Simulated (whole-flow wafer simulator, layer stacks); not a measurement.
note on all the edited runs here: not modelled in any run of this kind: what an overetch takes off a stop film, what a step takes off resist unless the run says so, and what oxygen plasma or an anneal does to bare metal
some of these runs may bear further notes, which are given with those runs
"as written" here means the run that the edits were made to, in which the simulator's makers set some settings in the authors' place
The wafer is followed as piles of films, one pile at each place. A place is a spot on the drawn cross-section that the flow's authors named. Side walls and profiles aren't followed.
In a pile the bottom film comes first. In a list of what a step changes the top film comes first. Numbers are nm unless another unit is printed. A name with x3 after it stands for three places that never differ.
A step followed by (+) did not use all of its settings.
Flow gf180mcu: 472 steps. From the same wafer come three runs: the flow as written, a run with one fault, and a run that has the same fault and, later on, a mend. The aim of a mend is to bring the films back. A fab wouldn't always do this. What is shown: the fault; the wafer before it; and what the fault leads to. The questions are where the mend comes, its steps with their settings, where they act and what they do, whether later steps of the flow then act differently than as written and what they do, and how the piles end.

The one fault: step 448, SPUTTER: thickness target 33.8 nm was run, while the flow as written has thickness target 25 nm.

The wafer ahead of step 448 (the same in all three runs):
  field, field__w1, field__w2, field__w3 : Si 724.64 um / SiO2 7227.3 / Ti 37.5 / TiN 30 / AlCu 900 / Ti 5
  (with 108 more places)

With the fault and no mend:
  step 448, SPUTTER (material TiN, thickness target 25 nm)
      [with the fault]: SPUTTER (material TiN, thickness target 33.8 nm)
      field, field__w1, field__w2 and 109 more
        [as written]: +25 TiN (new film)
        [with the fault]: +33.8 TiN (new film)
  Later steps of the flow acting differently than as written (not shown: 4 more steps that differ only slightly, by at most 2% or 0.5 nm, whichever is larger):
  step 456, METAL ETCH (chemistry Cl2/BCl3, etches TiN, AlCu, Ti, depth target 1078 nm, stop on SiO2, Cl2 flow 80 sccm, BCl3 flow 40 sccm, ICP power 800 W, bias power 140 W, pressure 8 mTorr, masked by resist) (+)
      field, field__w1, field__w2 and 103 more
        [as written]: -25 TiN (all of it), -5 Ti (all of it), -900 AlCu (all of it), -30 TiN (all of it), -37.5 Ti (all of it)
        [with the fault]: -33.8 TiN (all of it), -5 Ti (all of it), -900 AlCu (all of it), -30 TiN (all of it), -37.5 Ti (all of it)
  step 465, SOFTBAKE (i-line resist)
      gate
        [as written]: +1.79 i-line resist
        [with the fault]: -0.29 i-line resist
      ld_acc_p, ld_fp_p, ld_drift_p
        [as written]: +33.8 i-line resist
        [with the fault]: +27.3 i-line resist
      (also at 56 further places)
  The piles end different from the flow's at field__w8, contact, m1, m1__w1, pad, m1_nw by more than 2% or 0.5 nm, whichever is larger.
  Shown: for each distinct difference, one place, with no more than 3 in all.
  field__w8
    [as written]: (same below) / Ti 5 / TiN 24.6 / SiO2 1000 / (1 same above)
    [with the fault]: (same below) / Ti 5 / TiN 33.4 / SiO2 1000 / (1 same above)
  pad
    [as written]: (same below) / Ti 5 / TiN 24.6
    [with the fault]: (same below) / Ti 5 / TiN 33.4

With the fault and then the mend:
  The mend follows step 448.
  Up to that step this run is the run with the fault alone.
  step 448a, METAL ETCH (chemistry Cl2/BCl3, etches TiN, AlCu, Ti, depth target 8.8 nm, Cl2 flow 80 sccm, BCl3 flow 40 sccm, ICP power 800 W, bias power 140 W, pressure 8 mTorr) (a further turn of the flow's step 260, with different settings)
      field, field__w1, field__w2 and 109 more
        -8.8 TiN
  None of the later steps of the flow acts differently than as written at any place that is followed.
  At every place that both follow, the piles at the end match the flow's.
